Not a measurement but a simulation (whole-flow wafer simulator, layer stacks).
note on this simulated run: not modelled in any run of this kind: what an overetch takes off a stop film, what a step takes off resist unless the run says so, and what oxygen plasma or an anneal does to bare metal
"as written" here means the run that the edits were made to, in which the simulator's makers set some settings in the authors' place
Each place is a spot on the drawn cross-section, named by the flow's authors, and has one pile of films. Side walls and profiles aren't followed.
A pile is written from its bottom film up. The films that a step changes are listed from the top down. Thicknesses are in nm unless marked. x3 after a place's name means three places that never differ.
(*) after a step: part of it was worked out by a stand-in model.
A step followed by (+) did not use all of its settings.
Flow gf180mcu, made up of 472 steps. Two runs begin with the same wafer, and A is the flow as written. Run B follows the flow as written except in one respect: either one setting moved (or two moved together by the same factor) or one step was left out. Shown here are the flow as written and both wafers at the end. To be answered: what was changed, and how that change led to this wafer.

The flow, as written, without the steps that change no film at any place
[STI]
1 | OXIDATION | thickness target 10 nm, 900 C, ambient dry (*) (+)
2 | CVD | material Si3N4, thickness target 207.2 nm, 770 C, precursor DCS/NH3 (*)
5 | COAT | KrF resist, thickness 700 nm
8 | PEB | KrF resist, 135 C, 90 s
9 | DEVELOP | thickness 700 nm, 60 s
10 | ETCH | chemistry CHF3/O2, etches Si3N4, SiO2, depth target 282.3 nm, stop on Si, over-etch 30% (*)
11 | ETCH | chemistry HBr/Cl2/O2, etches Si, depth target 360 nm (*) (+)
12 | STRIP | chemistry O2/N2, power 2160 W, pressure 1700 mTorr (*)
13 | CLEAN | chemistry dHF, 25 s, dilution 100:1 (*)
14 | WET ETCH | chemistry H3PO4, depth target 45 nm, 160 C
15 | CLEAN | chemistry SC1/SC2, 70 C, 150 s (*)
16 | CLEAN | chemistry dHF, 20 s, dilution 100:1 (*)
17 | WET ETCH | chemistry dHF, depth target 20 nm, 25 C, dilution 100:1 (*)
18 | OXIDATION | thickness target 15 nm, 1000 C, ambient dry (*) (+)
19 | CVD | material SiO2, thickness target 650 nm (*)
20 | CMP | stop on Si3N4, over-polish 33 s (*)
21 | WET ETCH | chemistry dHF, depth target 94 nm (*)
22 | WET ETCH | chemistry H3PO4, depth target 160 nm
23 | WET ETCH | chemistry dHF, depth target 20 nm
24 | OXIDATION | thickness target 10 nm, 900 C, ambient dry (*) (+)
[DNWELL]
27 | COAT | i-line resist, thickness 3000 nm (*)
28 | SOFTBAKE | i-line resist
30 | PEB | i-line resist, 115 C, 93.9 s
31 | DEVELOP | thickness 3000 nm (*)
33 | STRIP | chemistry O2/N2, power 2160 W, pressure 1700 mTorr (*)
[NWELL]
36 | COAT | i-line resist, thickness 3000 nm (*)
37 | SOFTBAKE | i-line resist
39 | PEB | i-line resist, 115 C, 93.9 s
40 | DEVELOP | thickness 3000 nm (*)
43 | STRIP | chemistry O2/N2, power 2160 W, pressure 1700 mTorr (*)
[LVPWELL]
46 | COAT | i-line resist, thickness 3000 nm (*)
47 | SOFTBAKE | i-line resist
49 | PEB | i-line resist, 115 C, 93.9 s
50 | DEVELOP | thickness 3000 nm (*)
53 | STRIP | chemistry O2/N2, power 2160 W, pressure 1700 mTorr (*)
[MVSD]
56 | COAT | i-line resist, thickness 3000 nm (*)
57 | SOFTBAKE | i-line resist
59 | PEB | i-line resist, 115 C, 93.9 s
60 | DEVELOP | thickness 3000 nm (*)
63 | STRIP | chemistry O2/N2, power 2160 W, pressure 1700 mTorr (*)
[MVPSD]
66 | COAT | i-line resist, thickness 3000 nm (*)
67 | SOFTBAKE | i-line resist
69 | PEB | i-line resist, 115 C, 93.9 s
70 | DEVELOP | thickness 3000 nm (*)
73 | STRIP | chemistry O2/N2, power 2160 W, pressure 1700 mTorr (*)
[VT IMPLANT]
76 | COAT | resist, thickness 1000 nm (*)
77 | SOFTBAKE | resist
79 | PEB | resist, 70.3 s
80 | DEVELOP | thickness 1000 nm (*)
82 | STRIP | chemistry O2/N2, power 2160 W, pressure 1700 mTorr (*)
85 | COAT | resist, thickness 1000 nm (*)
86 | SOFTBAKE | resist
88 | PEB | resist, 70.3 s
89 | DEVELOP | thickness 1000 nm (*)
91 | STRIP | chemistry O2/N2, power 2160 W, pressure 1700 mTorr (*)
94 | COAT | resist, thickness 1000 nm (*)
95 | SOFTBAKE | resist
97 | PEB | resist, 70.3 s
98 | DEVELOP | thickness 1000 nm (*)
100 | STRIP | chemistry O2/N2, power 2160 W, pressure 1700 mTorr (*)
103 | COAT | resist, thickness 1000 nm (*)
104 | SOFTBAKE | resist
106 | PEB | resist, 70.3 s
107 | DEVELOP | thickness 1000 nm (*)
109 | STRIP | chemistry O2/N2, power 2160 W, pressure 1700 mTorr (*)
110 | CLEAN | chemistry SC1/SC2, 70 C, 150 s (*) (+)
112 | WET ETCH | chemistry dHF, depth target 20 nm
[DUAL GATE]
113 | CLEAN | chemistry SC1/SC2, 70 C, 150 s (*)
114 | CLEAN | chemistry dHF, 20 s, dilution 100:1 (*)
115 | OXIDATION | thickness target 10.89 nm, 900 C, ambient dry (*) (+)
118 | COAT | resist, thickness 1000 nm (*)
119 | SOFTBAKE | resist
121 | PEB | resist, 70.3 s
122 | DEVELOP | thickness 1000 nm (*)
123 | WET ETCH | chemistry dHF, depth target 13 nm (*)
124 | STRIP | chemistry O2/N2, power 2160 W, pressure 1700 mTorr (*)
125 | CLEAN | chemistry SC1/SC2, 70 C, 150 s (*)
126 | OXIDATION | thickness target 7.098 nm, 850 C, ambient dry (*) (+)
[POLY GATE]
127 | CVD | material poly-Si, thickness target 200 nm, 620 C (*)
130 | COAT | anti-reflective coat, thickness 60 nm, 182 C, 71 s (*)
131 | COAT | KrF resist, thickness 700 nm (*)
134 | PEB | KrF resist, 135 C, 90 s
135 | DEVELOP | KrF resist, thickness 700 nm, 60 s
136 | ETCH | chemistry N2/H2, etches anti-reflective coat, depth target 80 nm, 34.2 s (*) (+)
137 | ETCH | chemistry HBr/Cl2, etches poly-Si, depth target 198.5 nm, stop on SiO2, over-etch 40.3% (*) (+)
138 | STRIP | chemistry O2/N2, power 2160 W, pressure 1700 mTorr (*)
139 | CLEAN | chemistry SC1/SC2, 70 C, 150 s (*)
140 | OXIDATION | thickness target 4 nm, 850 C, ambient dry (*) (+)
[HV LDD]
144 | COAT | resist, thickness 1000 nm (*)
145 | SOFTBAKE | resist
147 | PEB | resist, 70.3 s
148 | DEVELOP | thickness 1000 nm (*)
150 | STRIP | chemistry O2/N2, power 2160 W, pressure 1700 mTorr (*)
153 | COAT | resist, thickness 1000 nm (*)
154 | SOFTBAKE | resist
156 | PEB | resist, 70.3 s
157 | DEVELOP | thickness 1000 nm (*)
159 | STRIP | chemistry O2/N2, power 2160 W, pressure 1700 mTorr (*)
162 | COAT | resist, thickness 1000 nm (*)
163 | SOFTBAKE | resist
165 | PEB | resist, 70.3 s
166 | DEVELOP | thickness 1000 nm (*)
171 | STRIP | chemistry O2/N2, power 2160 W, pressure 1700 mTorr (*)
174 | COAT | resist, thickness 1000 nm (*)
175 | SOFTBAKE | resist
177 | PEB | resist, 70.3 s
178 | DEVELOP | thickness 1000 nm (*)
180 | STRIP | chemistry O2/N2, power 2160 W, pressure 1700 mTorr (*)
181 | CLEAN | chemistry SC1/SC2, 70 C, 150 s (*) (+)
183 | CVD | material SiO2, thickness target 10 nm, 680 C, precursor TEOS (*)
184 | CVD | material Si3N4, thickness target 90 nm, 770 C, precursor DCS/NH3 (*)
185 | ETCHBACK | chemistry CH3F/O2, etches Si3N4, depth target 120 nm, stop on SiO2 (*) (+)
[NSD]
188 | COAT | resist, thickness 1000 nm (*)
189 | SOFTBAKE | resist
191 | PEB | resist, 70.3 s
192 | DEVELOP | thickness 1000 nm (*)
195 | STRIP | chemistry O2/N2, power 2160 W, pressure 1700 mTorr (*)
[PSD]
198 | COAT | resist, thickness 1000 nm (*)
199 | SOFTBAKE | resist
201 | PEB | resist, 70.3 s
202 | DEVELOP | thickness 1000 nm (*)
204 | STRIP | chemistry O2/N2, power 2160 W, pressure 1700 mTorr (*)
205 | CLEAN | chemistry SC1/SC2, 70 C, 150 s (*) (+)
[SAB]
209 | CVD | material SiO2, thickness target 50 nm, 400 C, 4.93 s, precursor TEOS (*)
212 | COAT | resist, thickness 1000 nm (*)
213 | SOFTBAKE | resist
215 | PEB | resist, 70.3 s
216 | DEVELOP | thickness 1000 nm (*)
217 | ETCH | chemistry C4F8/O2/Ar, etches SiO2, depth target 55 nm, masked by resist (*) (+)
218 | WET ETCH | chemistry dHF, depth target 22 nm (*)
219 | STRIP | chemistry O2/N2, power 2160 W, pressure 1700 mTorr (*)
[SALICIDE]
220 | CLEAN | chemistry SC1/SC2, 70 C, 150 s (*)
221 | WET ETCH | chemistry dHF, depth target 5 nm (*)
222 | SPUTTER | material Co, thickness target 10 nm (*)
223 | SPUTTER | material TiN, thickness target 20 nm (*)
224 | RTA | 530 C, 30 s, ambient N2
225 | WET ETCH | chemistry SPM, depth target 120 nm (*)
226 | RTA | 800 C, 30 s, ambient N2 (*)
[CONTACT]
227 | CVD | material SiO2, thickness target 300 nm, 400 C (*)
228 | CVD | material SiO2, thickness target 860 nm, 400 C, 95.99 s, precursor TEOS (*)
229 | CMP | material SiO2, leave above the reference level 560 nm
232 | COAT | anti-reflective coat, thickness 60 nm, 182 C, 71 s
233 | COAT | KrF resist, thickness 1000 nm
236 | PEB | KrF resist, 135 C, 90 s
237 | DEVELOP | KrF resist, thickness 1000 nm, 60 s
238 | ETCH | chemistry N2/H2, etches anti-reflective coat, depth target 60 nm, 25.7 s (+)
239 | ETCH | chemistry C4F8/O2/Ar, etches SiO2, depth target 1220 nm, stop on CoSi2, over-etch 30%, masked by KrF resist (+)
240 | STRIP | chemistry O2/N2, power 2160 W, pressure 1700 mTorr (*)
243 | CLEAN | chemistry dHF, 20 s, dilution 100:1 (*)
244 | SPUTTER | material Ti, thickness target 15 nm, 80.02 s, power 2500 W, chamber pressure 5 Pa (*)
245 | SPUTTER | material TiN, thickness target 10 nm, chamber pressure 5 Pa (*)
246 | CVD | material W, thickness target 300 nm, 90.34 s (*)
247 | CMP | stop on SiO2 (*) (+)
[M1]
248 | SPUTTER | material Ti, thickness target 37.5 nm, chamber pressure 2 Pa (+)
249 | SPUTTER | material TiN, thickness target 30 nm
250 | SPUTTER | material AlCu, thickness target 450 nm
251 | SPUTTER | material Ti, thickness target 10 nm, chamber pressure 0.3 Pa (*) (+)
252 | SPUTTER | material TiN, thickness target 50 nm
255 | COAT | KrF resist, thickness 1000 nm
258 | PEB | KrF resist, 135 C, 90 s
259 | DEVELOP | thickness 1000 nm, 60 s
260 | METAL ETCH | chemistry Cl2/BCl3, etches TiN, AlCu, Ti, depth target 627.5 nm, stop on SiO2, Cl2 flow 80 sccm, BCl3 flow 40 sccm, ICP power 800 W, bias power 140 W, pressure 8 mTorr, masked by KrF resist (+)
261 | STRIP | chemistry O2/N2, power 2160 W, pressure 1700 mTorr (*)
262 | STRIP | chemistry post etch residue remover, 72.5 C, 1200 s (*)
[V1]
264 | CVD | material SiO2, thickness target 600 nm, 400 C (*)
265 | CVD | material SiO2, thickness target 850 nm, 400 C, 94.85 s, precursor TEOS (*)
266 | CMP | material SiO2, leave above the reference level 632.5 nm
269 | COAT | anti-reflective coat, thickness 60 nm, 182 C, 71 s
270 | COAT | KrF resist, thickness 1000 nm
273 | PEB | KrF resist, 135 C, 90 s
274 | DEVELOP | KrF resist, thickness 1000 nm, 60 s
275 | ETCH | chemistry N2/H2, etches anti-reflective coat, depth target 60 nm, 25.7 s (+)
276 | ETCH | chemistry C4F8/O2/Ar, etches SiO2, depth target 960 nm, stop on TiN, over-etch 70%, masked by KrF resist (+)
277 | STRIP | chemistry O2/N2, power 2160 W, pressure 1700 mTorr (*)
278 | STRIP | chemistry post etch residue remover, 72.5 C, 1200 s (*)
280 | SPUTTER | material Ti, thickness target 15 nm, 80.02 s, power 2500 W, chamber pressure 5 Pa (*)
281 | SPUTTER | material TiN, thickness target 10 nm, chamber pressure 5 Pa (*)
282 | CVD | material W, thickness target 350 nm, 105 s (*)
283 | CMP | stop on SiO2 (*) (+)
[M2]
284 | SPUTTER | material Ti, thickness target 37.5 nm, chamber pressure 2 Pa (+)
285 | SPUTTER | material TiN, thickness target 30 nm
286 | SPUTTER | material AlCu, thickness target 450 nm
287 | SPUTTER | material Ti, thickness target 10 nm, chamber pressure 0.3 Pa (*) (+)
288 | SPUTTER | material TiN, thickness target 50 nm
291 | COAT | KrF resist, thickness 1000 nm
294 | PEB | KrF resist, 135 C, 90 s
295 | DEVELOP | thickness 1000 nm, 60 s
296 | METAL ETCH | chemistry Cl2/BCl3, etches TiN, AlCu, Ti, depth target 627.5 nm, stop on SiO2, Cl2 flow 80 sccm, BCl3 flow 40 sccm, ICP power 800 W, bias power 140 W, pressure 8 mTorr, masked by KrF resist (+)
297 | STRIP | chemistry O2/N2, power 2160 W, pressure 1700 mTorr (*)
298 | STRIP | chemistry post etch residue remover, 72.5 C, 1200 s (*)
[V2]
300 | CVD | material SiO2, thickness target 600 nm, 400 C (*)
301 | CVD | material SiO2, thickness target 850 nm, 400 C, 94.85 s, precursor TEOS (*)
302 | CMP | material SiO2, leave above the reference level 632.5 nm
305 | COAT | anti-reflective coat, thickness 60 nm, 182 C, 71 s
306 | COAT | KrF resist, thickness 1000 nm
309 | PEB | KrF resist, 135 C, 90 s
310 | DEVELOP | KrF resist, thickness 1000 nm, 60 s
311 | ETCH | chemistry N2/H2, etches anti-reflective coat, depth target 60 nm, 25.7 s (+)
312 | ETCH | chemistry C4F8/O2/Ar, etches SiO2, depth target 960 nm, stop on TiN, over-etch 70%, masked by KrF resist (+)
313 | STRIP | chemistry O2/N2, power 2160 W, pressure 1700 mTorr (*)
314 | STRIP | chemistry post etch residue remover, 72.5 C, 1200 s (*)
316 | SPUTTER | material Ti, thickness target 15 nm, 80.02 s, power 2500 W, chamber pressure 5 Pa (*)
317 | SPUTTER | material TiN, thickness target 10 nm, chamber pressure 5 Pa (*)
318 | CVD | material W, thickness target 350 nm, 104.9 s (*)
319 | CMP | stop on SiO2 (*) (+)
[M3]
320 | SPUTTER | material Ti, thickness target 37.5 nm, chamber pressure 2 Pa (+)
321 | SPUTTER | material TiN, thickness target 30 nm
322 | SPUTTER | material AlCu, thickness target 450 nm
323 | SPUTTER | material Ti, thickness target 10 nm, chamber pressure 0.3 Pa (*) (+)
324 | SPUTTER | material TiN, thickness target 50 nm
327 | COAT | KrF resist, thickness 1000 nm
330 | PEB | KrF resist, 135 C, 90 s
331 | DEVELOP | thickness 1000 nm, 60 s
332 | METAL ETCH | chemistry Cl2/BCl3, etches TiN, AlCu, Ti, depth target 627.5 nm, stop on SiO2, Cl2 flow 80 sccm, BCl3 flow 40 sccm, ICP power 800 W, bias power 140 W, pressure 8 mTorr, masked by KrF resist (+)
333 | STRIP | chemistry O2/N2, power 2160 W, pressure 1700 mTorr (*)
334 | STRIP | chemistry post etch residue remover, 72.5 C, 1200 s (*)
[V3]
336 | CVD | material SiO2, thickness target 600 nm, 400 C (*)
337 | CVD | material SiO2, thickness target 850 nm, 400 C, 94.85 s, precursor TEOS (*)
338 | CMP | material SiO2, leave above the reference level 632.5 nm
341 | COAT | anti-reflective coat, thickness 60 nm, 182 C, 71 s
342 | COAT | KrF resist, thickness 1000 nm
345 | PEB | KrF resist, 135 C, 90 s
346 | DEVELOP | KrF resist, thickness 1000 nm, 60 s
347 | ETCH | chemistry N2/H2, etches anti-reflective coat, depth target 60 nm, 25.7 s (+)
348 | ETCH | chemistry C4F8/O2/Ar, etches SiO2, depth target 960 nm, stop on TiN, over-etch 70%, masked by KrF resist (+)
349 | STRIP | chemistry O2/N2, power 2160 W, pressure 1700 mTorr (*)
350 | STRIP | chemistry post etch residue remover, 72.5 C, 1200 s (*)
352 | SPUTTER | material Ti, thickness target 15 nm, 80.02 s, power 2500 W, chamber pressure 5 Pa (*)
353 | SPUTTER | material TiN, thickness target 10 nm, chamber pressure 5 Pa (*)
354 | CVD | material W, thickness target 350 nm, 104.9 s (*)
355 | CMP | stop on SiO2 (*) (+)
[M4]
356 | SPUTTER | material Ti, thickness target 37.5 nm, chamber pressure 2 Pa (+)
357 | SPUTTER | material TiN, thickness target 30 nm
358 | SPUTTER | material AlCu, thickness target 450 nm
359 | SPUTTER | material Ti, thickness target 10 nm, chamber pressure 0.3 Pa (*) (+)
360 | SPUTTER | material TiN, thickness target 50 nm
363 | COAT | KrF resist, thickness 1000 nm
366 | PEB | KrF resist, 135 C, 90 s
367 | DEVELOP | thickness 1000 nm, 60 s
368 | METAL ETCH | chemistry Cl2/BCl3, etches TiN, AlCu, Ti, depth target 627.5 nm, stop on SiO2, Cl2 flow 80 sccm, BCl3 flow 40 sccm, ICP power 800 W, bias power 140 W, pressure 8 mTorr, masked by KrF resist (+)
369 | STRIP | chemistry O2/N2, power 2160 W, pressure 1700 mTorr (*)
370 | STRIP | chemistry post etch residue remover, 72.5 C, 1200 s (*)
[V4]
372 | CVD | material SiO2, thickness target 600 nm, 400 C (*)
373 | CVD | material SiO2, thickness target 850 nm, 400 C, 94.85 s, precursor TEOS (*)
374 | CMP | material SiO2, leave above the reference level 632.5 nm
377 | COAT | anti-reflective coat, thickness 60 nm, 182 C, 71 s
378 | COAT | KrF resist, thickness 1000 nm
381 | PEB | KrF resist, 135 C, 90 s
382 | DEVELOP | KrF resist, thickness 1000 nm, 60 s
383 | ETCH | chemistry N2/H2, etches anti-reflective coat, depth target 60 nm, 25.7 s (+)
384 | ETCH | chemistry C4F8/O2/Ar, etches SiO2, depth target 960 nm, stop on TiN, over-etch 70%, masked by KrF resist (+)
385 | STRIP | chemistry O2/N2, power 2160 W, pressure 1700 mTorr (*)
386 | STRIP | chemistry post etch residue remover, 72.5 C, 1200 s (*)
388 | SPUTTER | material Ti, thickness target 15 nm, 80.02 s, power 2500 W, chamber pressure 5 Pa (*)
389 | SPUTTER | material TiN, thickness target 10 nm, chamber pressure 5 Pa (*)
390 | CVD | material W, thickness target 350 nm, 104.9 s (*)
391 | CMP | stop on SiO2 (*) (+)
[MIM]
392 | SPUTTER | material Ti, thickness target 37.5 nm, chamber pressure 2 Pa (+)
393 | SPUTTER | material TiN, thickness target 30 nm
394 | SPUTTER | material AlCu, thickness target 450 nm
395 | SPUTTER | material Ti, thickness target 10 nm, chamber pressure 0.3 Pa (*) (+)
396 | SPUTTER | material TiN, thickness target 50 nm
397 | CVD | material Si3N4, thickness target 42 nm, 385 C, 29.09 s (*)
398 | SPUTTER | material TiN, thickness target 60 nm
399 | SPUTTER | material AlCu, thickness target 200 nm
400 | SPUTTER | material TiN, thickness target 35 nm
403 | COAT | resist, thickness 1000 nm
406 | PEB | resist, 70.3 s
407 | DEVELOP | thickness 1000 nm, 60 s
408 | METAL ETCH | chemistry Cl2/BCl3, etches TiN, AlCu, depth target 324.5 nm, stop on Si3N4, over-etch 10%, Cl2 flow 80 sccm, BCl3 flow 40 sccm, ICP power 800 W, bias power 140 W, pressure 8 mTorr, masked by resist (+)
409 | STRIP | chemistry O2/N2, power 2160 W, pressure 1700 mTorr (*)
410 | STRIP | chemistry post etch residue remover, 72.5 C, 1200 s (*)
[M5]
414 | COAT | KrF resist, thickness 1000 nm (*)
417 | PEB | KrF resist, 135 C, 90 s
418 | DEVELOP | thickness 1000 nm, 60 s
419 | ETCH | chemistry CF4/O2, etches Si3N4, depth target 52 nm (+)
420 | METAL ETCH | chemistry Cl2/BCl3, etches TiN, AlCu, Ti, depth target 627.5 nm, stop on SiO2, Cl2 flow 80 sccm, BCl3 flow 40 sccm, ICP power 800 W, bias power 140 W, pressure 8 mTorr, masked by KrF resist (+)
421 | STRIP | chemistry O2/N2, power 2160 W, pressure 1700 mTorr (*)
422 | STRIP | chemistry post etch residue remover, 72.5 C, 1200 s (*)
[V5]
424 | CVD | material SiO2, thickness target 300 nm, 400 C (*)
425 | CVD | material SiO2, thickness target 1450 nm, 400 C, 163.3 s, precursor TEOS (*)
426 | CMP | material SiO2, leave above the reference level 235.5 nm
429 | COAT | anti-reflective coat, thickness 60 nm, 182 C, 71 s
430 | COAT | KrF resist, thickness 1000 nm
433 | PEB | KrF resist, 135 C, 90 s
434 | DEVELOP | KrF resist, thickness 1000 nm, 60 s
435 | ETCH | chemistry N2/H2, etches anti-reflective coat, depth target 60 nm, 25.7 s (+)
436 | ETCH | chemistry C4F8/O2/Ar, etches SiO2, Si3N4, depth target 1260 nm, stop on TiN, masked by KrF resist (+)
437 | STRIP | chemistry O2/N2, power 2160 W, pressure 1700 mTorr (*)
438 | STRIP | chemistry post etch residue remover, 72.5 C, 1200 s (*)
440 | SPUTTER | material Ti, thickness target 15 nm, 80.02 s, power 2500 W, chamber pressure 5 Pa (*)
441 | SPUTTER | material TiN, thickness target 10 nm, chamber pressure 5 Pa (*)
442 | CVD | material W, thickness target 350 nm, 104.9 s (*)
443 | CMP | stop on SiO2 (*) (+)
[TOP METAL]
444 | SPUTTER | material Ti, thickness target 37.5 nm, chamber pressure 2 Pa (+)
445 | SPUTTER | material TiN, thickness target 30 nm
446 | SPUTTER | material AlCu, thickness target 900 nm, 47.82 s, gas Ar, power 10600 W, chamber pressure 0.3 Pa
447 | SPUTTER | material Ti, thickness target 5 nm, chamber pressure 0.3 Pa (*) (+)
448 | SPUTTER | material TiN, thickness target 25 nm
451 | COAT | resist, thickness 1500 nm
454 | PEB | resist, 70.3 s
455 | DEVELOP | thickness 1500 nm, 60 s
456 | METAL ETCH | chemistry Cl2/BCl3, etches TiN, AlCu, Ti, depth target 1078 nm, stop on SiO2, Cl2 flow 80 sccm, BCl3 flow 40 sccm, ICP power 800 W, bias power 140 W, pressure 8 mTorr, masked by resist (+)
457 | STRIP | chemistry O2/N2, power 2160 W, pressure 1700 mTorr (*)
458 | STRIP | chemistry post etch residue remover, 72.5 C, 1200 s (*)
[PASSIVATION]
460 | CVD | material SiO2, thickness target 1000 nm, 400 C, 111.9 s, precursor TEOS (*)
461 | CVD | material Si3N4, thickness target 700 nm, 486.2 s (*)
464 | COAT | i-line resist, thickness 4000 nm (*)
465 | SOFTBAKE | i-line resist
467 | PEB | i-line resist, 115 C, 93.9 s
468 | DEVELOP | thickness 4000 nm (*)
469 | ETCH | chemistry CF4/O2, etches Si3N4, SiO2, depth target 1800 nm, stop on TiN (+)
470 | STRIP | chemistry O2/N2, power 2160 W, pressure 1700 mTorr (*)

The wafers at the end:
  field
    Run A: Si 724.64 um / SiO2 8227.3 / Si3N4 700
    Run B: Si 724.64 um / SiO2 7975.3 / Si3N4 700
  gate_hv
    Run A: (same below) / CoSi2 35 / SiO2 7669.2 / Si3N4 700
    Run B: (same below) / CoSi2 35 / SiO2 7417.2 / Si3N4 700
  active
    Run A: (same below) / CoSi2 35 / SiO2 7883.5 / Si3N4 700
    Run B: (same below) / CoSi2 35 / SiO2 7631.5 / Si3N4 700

Cause: step 358, SPUTTER: thickness target 198 nm was run, though the flow has thickness target 450 nm.

How this came from the change, step by step:
  358 | SPUTTER | material AlCu, thickness target 450 nm
      field, field__w1, field__w2 and 108 more: A +450 AlCu (new film) | B +198 AlCu (new film)
  368 | METAL ETCH | chemistry Cl2/BCl3, etches TiN, AlCu, Ti, depth target 627.5 nm, stop on SiO2, Cl2 flow 80 sccm, BCl3 flow 40 sccm, ICP power 800 W, bias power 140 W, pressure 8 mTorr, masked by KrF resist (+)
      field, field__w1, field__w2 and 103 more: A -50 TiN (all of it), -10 Ti (all of it), -450 AlCu (all of it), -30 TiN (all of it), -37.5 Ti (all of it) | B -50 TiN (all of it), -10 Ti (all of it), -198 AlCu (all of it), -30 TiN (all of it), -37.5 Ti (all of it)
      field__w8, contact, m1, m1__w1, m1_nw: A -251 KrF resist | B -195.3 KrF resist
  369 | STRIP | chemistry O2/N2, power 2160 W, pressure 1700 mTorr (*)
      field__w8, contact, m1, m1__w1, m1_nw: A -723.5 KrF resist (all of it) | B -779.2 KrF resist (all of it)
  374 | CMP | material SiO2, leave above the reference level 632.5 nm
      field, field__w1, field__w2 and 103 more: A -300 SiO2 | B -552 SiO2
